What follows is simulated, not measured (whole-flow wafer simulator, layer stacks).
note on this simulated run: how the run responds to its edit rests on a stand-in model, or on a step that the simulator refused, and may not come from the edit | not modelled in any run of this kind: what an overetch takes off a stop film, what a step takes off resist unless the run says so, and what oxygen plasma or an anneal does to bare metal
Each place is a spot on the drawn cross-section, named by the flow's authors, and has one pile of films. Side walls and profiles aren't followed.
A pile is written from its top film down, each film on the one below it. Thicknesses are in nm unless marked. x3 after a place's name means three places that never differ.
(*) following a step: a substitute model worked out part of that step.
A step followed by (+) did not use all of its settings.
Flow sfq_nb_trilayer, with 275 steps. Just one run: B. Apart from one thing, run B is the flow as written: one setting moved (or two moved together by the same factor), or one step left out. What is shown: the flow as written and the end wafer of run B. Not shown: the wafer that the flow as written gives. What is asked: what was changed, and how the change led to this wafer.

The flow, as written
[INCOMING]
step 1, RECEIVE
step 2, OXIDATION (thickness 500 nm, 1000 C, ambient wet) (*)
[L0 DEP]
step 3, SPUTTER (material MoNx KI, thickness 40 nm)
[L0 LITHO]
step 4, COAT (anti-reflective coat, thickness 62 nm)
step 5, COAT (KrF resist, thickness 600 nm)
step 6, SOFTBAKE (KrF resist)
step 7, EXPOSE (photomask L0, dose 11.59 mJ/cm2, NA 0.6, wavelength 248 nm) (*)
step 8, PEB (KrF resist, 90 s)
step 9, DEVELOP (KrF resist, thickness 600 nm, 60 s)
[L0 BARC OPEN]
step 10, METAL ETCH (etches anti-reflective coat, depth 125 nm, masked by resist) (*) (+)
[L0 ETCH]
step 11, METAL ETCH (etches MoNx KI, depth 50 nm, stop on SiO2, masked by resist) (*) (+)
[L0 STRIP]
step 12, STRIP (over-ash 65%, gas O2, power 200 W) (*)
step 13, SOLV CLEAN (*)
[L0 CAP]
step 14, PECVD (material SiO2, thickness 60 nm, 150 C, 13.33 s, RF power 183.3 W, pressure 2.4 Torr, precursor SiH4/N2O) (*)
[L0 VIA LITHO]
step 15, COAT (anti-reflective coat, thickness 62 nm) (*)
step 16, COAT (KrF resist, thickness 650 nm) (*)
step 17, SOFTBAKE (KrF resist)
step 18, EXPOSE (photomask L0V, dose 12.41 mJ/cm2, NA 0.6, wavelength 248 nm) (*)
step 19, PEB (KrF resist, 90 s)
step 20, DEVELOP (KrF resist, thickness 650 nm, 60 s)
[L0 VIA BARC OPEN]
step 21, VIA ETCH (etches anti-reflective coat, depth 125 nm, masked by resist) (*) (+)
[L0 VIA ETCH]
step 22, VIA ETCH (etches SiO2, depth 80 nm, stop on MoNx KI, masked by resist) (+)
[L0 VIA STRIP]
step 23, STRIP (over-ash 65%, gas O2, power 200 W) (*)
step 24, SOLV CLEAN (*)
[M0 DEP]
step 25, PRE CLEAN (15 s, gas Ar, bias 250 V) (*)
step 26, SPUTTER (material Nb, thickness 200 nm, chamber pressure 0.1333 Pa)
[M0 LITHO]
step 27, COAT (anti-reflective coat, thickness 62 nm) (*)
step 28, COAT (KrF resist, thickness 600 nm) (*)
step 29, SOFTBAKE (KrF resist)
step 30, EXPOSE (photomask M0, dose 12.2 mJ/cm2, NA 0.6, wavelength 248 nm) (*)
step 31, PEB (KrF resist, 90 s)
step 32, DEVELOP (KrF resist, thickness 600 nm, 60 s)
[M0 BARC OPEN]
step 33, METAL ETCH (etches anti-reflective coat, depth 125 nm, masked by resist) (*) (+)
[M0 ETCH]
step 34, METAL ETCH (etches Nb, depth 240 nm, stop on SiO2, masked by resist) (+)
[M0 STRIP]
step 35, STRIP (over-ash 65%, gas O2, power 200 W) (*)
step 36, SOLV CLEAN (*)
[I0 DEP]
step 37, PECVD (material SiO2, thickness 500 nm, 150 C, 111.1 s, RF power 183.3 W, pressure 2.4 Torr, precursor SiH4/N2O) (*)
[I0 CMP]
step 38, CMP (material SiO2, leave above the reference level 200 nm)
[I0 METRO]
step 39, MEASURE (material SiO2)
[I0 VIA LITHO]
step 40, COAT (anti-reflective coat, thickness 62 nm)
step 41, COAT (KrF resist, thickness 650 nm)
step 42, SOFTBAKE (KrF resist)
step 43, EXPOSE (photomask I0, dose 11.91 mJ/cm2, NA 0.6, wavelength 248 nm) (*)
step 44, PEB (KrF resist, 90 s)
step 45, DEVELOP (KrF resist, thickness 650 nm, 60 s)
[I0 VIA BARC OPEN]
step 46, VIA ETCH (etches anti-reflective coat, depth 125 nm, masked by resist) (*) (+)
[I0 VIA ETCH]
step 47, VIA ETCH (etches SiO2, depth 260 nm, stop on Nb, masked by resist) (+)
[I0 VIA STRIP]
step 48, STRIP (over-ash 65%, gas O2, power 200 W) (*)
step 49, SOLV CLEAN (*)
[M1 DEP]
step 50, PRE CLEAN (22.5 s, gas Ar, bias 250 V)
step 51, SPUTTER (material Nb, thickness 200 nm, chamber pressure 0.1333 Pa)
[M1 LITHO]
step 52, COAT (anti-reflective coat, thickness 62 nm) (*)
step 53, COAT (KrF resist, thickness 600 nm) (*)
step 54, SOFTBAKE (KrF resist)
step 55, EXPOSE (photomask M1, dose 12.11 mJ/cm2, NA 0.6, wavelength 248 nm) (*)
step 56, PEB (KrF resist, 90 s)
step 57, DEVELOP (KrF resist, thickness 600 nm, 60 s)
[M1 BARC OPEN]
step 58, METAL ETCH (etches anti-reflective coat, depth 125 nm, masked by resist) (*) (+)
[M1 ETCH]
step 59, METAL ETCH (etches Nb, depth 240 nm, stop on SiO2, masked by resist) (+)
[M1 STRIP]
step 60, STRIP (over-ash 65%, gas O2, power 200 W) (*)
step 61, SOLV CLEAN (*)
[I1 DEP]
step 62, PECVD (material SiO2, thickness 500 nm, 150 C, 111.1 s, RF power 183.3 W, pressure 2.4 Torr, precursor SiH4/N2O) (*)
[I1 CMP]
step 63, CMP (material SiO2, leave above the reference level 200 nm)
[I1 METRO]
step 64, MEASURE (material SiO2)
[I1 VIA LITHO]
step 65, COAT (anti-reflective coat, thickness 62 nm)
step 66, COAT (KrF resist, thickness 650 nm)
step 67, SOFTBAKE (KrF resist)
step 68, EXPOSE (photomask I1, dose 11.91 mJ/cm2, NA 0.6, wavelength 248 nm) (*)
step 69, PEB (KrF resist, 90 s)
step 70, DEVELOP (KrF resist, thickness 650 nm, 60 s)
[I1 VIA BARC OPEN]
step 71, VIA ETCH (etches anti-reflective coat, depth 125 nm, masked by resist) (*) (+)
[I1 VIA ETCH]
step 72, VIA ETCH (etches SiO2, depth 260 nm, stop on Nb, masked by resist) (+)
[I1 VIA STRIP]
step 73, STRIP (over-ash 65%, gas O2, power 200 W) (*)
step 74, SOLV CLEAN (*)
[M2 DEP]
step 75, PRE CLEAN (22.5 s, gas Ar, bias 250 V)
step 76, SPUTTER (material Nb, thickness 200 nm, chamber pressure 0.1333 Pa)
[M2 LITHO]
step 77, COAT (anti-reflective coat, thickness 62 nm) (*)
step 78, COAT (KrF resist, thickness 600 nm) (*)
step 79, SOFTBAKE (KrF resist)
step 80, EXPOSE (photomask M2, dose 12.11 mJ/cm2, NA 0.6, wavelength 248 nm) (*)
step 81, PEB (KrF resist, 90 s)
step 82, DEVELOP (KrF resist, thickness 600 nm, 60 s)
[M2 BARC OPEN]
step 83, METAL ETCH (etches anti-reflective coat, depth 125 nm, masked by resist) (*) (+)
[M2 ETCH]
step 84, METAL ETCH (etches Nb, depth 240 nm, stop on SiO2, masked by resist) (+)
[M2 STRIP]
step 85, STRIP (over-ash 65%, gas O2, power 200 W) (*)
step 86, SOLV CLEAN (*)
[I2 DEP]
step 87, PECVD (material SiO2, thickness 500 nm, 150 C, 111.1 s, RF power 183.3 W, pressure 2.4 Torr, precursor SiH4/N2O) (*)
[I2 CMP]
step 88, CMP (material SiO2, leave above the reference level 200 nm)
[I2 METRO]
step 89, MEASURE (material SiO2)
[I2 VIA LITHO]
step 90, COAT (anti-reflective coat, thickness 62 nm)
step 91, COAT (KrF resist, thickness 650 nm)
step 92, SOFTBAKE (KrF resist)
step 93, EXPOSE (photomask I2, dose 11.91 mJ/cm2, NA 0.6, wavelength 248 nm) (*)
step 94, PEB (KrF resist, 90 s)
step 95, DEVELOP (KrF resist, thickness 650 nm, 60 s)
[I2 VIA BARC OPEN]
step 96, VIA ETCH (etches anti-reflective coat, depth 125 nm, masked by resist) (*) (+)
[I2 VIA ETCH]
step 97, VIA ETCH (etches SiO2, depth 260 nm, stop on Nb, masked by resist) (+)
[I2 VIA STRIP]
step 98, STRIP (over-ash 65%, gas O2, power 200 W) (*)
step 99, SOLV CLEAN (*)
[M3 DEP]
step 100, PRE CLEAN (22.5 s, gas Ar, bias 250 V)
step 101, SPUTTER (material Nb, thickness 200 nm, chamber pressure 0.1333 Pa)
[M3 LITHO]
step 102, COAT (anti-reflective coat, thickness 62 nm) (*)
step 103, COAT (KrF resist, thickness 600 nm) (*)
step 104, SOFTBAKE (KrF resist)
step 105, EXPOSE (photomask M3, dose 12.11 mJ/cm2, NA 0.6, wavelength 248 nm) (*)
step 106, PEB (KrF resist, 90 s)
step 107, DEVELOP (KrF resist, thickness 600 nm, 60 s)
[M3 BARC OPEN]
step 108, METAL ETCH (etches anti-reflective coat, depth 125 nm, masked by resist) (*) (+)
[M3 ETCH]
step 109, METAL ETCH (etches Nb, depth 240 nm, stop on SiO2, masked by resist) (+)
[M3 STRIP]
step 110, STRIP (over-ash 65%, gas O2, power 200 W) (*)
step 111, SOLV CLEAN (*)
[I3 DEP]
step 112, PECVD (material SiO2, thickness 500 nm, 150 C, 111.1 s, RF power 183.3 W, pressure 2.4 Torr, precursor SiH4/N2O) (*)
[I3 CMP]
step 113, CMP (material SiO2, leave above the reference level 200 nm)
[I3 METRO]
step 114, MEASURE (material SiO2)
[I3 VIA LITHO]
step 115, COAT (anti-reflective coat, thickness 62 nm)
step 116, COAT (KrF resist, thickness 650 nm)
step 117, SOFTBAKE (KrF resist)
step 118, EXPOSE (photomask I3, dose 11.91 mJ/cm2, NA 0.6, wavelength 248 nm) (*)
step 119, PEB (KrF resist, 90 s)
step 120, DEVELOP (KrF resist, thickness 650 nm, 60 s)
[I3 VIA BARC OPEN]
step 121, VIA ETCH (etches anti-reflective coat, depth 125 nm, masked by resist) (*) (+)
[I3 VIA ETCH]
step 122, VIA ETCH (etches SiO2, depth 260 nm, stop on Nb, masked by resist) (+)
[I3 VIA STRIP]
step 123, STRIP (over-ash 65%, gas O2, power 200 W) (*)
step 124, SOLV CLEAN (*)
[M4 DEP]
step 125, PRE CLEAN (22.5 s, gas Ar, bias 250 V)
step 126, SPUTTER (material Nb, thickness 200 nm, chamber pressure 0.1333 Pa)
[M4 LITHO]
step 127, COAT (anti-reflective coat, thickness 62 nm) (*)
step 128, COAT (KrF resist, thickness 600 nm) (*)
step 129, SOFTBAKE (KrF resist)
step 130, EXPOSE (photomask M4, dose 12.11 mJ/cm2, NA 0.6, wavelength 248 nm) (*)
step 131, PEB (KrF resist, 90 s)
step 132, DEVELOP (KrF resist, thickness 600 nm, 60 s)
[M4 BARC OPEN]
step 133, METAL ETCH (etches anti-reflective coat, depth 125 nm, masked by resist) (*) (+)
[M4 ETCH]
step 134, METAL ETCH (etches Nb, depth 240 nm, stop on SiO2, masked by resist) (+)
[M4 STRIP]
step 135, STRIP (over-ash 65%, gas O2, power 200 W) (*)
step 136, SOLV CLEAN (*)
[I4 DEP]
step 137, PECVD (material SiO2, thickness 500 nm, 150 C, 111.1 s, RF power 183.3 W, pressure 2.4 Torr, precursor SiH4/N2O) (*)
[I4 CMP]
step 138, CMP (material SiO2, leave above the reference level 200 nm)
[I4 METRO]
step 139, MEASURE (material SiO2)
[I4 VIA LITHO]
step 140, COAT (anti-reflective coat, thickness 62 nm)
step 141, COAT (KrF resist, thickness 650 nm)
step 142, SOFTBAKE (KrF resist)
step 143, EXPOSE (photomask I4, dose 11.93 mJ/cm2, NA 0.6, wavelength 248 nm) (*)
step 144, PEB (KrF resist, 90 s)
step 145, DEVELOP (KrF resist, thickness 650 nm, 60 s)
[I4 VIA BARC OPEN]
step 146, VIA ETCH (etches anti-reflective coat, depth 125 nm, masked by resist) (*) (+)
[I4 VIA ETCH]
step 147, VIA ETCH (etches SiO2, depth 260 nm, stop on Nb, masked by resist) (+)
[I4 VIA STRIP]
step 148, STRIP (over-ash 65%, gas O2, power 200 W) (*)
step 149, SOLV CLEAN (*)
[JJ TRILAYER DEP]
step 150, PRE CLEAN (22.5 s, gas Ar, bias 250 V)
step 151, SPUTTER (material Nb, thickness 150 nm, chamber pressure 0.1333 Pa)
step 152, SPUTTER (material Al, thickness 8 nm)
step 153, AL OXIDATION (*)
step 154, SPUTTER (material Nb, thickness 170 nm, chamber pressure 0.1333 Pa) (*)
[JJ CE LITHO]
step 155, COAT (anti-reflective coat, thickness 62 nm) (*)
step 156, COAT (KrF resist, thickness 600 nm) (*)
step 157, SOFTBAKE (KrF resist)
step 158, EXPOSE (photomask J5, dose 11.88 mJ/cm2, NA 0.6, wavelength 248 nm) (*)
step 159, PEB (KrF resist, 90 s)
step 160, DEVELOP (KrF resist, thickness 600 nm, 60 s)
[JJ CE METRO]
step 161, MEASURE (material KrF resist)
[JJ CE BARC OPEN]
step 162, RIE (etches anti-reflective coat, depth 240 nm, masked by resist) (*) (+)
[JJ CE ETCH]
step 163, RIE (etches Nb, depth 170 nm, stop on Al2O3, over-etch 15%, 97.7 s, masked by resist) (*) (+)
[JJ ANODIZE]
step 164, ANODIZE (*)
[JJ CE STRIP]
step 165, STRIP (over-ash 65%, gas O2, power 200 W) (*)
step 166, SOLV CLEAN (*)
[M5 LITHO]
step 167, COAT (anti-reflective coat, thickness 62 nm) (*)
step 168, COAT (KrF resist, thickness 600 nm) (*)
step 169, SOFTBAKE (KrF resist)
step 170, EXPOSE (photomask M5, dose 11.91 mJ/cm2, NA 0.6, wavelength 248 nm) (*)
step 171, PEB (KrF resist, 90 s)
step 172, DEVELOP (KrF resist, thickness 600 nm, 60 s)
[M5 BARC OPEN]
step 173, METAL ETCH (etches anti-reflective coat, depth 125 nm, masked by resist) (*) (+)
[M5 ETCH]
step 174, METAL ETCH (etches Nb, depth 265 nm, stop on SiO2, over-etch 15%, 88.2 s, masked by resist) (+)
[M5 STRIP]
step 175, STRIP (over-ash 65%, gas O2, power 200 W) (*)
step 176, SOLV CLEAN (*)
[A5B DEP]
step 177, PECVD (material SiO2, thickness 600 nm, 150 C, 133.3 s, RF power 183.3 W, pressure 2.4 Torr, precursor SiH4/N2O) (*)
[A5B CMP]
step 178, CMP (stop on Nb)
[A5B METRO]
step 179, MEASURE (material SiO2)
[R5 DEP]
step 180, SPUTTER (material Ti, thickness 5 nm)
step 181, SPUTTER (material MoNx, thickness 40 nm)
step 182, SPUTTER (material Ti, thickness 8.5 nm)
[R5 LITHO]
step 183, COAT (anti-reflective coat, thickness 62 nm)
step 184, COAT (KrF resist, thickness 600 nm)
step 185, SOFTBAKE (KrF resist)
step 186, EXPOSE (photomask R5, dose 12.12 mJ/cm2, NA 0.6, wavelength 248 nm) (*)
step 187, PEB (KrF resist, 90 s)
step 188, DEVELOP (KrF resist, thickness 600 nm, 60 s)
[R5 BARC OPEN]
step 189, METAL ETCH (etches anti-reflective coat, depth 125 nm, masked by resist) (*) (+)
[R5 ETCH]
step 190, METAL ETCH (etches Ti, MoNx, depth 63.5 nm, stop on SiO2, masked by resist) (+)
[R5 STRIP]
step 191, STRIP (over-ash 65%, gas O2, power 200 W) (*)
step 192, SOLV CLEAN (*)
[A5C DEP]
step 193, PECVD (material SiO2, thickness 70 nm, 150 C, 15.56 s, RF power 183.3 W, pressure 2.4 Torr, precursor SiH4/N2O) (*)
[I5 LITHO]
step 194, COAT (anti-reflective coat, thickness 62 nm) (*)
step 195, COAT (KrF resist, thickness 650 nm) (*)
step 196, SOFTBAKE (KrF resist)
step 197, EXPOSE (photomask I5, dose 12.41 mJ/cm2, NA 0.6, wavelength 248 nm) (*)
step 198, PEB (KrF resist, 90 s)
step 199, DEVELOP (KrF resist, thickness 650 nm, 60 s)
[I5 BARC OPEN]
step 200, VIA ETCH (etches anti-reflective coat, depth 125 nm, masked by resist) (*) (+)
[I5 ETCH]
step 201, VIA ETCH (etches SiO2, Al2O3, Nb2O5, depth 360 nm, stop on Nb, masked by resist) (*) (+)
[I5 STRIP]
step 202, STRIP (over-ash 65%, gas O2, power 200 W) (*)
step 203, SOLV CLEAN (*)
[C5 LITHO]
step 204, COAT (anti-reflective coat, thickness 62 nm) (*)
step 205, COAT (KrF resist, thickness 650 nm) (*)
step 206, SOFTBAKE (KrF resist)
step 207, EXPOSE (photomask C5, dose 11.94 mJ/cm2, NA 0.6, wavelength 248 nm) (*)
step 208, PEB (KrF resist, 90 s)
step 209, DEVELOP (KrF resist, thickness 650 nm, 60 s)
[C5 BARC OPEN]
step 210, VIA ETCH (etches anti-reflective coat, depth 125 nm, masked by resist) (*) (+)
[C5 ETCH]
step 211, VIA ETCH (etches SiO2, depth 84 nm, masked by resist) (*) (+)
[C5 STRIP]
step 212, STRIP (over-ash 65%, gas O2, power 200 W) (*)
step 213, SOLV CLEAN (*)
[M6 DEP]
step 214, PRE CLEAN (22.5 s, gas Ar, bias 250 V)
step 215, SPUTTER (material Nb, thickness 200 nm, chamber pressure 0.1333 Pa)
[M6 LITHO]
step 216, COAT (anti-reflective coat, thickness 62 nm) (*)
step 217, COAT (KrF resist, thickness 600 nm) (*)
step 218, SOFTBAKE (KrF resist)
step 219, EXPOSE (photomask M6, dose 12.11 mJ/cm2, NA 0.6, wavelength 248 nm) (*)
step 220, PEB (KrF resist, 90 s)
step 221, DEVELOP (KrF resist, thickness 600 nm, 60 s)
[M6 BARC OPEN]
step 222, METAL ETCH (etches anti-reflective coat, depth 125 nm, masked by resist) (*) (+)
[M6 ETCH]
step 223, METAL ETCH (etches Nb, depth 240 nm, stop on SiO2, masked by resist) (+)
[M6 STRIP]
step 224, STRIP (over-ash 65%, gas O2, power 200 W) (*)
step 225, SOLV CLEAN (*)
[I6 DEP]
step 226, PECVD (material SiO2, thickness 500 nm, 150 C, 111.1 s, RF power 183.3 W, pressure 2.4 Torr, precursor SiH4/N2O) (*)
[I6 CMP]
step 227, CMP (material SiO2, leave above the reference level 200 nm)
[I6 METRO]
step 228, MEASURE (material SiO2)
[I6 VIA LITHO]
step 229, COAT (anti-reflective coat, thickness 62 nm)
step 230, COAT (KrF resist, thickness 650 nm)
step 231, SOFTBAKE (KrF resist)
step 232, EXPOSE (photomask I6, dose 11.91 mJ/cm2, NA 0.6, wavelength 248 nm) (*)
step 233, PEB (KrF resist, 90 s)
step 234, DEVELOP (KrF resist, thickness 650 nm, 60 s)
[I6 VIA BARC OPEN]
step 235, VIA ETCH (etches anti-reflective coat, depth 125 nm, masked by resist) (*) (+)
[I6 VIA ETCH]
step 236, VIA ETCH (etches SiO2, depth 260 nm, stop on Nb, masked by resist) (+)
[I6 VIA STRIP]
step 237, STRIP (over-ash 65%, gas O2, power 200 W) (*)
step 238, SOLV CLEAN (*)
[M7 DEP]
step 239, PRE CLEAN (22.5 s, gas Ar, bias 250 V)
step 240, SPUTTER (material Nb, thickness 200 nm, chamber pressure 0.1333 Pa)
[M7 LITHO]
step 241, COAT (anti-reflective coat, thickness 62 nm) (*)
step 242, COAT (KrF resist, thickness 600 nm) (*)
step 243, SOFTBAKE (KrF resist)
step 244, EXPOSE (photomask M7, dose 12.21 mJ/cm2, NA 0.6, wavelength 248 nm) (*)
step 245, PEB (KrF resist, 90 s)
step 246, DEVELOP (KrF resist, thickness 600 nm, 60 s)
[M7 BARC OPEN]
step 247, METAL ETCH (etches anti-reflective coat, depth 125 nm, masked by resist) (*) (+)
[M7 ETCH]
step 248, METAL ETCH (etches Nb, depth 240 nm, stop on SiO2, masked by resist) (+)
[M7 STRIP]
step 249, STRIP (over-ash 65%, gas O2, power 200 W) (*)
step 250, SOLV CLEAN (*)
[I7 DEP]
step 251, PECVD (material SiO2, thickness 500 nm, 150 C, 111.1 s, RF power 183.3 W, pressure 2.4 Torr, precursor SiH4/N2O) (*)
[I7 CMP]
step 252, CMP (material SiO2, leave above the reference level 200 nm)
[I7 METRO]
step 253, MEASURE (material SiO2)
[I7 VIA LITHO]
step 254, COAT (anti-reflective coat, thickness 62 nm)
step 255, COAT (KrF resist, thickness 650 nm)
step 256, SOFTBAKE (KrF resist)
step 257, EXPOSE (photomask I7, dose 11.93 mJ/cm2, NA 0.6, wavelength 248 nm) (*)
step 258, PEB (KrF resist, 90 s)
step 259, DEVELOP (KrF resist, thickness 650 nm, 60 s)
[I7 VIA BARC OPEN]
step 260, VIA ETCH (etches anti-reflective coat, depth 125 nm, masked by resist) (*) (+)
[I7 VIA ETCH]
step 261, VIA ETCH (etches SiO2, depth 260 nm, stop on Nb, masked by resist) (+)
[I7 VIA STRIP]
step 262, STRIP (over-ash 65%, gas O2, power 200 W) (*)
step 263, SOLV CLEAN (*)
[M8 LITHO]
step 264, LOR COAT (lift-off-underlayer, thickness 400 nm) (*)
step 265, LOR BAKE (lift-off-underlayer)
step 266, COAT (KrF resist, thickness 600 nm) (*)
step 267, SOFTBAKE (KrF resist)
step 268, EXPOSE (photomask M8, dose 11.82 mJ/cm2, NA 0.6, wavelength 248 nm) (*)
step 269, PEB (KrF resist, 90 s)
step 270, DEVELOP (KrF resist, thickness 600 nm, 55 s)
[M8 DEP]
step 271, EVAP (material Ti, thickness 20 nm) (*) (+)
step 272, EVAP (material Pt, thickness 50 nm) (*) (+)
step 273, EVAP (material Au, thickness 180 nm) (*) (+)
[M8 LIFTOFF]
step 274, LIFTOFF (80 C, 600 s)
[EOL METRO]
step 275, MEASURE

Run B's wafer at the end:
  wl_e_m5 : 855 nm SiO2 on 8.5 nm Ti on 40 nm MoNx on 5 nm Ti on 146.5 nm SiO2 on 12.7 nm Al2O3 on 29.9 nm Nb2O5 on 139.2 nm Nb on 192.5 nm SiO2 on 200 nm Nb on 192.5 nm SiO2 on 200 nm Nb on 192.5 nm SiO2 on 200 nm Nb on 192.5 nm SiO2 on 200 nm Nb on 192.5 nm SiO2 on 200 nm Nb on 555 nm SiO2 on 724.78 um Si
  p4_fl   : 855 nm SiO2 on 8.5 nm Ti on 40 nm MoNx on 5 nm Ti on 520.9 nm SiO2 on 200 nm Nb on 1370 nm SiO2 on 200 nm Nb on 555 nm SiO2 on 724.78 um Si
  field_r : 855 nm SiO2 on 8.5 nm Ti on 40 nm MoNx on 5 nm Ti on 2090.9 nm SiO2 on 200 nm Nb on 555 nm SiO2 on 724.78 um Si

The reason: step 190, METAL ETCH: etches Ti, MoNx, depth 63.5 nm, stop on SiO2, masked by resist (+), was omitted.

Step by step, how the change led to this:
  step 191, STRIP (over-ash 65%, gas O2, power 200 W) (*)
      be_r, r_sur, res, r_end, r5r_line_l, r5r_line_c, r5r_line_r: -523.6 KrF resist (all of it), -62 anti-reflective coat (all of it) (it would be, as written: -498.2 KrF resist (all of it), -62 anti-reflective coat (all of it))
  step 193, PECVD (material SiO2, thickness 70 nm, 150 C, 15.56 s, RF power 183.3 W, pressure 2.4 Torr, precursor SiH4/N2O) (*)
      field_l, v_sur, via_wl and 92 more: +70 SiO2 (new film) (it would be, as written: +70 SiO2)
  step 194, COAT (anti-reflective coat, thickness 62 nm) (*)
      wl_j_sl, wl_j_sr: +62 anti-reflective coat (new film) (it would be, as written: +60.2 anti-reflective coat (new film))
      r5r_spacepad_l, r5r_spacepad_r: +62 anti-reflective coat (new film) (it would be, as written: +84.4 anti-reflective coat (new film))
      (as well as at 14 more places)
  step 195, COAT (KrF resist, thickness 650 nm) (*)
      r5r_line_l, r5r_line_c, r5r_line_r: +650 KrF resist (new film) (it would be, as written: +634.3 KrF resist (new film))
      be_r: +650 KrF resist (new film) (it would be, as written: +626.3 KrF resist (new film))
      (as well as at 3 more places)
  step 201, VIA ETCH (etches SiO2, Al2O3, Nb2O5, depth 360 nm, stop on Nb, masked by resist) (*) (+)
      be: -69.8 SiO2 (all of it), -8.5 Ti (all of it), -40 MoNx (all of it), -5 Ti (all of it), -146.5 SiO2 (all of it), -12.7 Al2O3 (all of it), -29.9 Nb2O5 (all of it) (it would be, as written: -216.4 SiO2 (all of it), -12.7 Al2O3 (all of it), -29.9 Nb2O5 (all of it))
  step 202, STRIP (over-ash 65%, gas O2, power 200 W) (*)
      wl_j_sl, wl_j_sr: -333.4 KrF resist (all of it), -62 anti-reflective coat (all of it) (it would be, as written: -333.3 KrF resist (all of it), -60.2 anti-reflective coat (all of it))
      r5r_spacepad_l, r5r_spacepad_r: -333.4 KrF resist (all of it), -62 anti-reflective coat (all of it) (it would be, as written: -335.6 KrF resist (all of it), -84.4 anti-reflective coat (all of it))
      (as well as at 14 more places)
  step 204, COAT (anti-reflective coat, thickness 62 nm) (*)
      wl_j_sl, wl_j_sr: +62 anti-reflective coat (new film) (it would be, as written: +60.2 anti-reflective coat (new film))
      r5r_spacepad_l, r5r_spacepad_r: +62 anti-reflective coat (new film) (it would be, as written: +84.4 anti-reflective coat (new film))
      (as well as at 17 more places)
  step 205, COAT (KrF resist, thickness 650 nm) (*)
      r5r_line_l, r5r_line_c, r5r_line_r: +650 KrF resist (new film) (it would be, as written: +634.3 KrF resist (new film))
      be: +852.8 KrF resist (new film) (it would be, as written: +815.3 KrF resist (new film))
      (as well as at 6 more places)
  step 209, DEVELOP (KrF resist, thickness 650 nm, 60 s)
      c5j: -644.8 KrF resist (all of it) (it would be, as written: -658.1 KrF resist (all of it))
      res: -647.3 KrF resist (all of it) (it would be, as written: -623.6 KrF resist (all of it))
  step 210, VIA ETCH (etches anti-reflective coat, depth 125 nm, masked by resist) (*) (+)
      field_l, v_sur, via_wl and 101 more: -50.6 KrF resist (it would be, as written: -47.4 KrF resist)
      c5j: -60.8 anti-reflective coat (all of it), -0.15 SiO2 (it would be, as written: -63.9 anti-reflective coat (all of it), -0.11 SiO2)
      (as well as at 1 more place)
  step 211, VIA ETCH (etches SiO2, depth 84 nm, masked by resist) (*) (+)
      c5j: -69.8 SiO2 (all of it) (it would be, as written: -69.9 SiO2 (all of it), -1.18 Nb)
  step 212, STRIP (over-ash 65%, gas O2, power 200 W) (*)
      wl_j_sl, wl_j_sr: -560 KrF resist (all of it), -62 anti-reflective coat (all of it) (it would be, as written: -563.4 KrF resist (all of it), -60.2 anti-reflective coat (all of it))
      r5r_spacepad_l, r5r_spacepad_r: -560 KrF resist (all of it), -62 anti-reflective coat (all of it) (it would be, as written: -565.8 KrF resist (all of it), -84.4 anti-reflective coat (all of it))
      (as well as at 15 more places)
  step 214, PRE CLEAN (22.5 s, gas Ar, bias 250 V)
      c5j: -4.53 Ti (it would be, as written: -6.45 Nb)
  step 215, SPUTTER (material Nb, thickness 200 nm, chamber pressure 0.1333 Pa)
      c5j: +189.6 Nb (new film) (it would be, as written: +188.4 Nb)
      be: +135.7 Nb (it would be, as written: +147.3 Nb)
  step 216, COAT (anti-reflective coat, thickness 62 nm) (*)
      r5r_line_l, r5r_line_c, r5r_line_r: +62 anti-reflective coat (new film) (it would be, as written: +50 anti-reflective coat (new film))
      wl_j_sl, wl_j_sr: +62 anti-reflective coat (new film) (it would be, as written: +60.2 anti-reflective coat (new film))
      (as well as at 17 more places)
  step 217, COAT (KrF resist, thickness 600 nm) (*)
      r5r_line_c, r5r_line_r: +600 KrF resist (new film) (it would be, as written: +584.7 KrF resist (new film))
      be: +847.1 KrF resist (new film) (it would be, as written: +793.9 KrF resist (new film))
      (as well as at 7 more places)
  ... 23 other steps ...
  step 274, LIFTOFF (80 C, 600 s)
      be: -180 Au (all of it), -50 Pt (all of it), -20 Ti (all of it), -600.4 KrF resist (all of it), -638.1 lift-off-underlayer (all of it) (it would be, as written: -180 Au (all of it), -50 Pt (all of it), -20 Ti (all of it), -572.1 KrF resist (all of it), -398.5 lift-off-underlayer (all of it))
      be_sur: -180 Au (all of it), -50 Pt (all of it), -20 Ti (all of it), -582.5 KrF resist (all of it), -376.9 lift-off-underlayer (all of it) (it would be, as written: -180 Au (all of it), -50 Pt (all of it), -20 Ti (all of it), -572.6 KrF resist (all of it), -398.9 lift-off-underlayer (all of it))
If metal films that touch count as one body, wl_e_m5 has 7 bodies (between them, from the top down: SiO2 146.5 / Al2O3 12.7 / Nb2O5 29.9; SiO2 192.5; SiO2 192.5; SiO2 192.5; SiO2 192.5; SiO2 192.5); the flow as written gives 6 bodies (between them, from the top down: SiO2 192.5; SiO2 192.5; SiO2 192.5; SiO2 192.5; SiO2 192.5).
If metal films that touch count as one body, p4_fl has 3 bodies (between them, from the top down: SiO2 520.9; SiO2 1370); the flow as written gives 2 bodies (between them, from the top down: SiO2 1370).
If metal films that touch count as one body, field_r has 2 bodies (between them, from the top down: SiO2 2090.9); the flow as written gives 1 body.
